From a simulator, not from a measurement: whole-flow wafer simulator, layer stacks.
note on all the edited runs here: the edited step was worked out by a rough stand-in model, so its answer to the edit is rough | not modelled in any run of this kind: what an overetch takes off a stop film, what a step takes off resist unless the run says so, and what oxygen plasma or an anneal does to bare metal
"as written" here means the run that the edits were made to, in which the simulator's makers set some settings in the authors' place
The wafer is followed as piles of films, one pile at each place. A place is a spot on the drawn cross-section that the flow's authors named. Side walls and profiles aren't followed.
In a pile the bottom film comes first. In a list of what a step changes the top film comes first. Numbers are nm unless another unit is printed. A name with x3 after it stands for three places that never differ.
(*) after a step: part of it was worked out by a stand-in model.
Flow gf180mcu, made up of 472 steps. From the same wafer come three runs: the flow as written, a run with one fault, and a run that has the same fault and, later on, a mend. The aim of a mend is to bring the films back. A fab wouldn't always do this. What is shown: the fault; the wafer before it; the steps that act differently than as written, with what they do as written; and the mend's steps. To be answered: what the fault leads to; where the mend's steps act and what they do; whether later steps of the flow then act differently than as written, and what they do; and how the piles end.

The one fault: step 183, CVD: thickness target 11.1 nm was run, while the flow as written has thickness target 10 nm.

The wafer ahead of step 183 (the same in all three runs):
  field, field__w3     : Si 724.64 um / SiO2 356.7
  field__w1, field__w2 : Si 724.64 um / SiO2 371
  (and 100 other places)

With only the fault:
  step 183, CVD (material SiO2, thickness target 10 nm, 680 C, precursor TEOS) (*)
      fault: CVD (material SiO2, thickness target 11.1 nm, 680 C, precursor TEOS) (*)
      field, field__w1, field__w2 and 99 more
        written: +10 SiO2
        fault: +11.1 SiO2
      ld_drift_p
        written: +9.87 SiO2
        fault: +11 SiO2
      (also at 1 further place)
  Steps further on in the flow that do not act as written (not shown: 20 more steps that differ only slightly, by at most 2% or 0.5 nm, whichever is larger):
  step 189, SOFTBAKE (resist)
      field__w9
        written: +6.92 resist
        fault: -3.08 resist
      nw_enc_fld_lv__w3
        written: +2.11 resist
        fault: -1.6 resist
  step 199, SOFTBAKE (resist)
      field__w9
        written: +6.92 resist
        fault: -3.08 resist
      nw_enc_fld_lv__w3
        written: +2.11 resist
        fault: -1.6 resist
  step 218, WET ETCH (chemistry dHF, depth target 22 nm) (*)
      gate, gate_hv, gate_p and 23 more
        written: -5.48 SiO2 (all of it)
        fault: -6.58 SiO2 (all of it)
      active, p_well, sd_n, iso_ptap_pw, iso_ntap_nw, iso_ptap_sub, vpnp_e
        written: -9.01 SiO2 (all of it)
        fault: -10.1 SiO2 (all of it)
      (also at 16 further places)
  At spacer, the piles at the end differ from the flow's by more than 2% or 0.5 nm, whichever is larger.
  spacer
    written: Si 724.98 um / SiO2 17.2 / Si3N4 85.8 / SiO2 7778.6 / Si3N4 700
    fault: Si 724.98 um / SiO2 18.3 / Si3N4 85.8 / SiO2 7777.5 / Si3N4 700

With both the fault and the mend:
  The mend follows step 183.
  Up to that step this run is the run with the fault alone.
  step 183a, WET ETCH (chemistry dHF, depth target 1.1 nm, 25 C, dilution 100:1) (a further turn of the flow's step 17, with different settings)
      field, field__w1, field__w2 and 101 more
        -1.1 SiO2
  Every later step of the flow that is run acts as written, at every place that is followed, to within 2% or 0.5 nm, whichever is larger.
  By the end, the piles equal the flow's at every place that both follow.
